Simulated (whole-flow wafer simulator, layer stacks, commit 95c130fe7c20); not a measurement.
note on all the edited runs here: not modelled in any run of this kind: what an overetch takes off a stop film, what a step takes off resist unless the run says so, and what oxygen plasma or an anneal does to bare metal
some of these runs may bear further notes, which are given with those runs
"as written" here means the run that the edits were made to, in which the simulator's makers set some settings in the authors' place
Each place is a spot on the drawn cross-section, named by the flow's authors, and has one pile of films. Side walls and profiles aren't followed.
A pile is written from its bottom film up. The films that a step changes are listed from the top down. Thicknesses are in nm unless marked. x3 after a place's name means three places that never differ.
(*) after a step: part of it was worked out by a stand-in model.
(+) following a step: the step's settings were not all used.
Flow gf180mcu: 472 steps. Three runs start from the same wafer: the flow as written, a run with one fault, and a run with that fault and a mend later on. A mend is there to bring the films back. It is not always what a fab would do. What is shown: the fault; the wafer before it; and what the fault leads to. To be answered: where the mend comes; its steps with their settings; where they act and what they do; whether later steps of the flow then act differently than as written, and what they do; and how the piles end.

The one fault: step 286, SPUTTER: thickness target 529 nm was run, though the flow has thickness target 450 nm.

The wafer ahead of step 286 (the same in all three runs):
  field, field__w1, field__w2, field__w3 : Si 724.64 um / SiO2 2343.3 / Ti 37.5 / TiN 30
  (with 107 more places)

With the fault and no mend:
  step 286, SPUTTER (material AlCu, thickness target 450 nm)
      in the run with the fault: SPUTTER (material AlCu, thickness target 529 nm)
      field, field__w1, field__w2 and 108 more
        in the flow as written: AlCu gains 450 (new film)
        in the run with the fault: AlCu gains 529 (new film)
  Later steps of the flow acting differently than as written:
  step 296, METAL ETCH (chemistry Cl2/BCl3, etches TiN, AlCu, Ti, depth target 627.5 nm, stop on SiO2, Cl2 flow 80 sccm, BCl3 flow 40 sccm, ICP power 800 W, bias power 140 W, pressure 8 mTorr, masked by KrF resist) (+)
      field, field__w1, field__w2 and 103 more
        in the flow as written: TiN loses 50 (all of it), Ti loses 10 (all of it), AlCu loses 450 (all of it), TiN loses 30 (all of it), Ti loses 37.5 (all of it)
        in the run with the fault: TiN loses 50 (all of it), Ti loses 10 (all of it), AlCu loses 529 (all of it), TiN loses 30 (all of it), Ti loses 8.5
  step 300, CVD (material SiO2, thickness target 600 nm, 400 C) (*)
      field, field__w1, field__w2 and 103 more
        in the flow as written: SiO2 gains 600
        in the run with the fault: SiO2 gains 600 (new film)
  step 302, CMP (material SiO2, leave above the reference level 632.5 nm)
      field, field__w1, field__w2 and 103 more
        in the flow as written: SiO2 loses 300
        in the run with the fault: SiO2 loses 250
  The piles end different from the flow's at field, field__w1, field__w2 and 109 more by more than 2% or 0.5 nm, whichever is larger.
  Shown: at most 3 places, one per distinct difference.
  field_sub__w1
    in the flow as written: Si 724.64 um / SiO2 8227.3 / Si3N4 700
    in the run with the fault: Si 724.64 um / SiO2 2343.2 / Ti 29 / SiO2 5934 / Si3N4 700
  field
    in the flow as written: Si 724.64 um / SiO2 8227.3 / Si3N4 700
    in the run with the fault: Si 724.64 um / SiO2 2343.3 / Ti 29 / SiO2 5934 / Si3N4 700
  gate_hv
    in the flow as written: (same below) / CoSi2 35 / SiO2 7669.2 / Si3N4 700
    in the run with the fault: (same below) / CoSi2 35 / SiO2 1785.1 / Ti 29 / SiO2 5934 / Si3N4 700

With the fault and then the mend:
  The mend follows step 286.
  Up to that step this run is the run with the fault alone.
  step 286a, METAL ETCH (chemistry Cl2/BCl3, etches TiN, AlCu, Ti, depth target 79 nm, Cl2 flow 80 sccm, BCl3 flow 40 sccm, ICP power 800 W, bias power 140 W, pressure 8 mTorr) (a further turn of the flow's step 260, with different settings)
      field, field__w1, field__w2 and 108 more
        AlCu loses 79
  Later steps of the flow that are run all act as written at every place that is followed.
  By the end, the piles equal the flow's at every place that both follow.
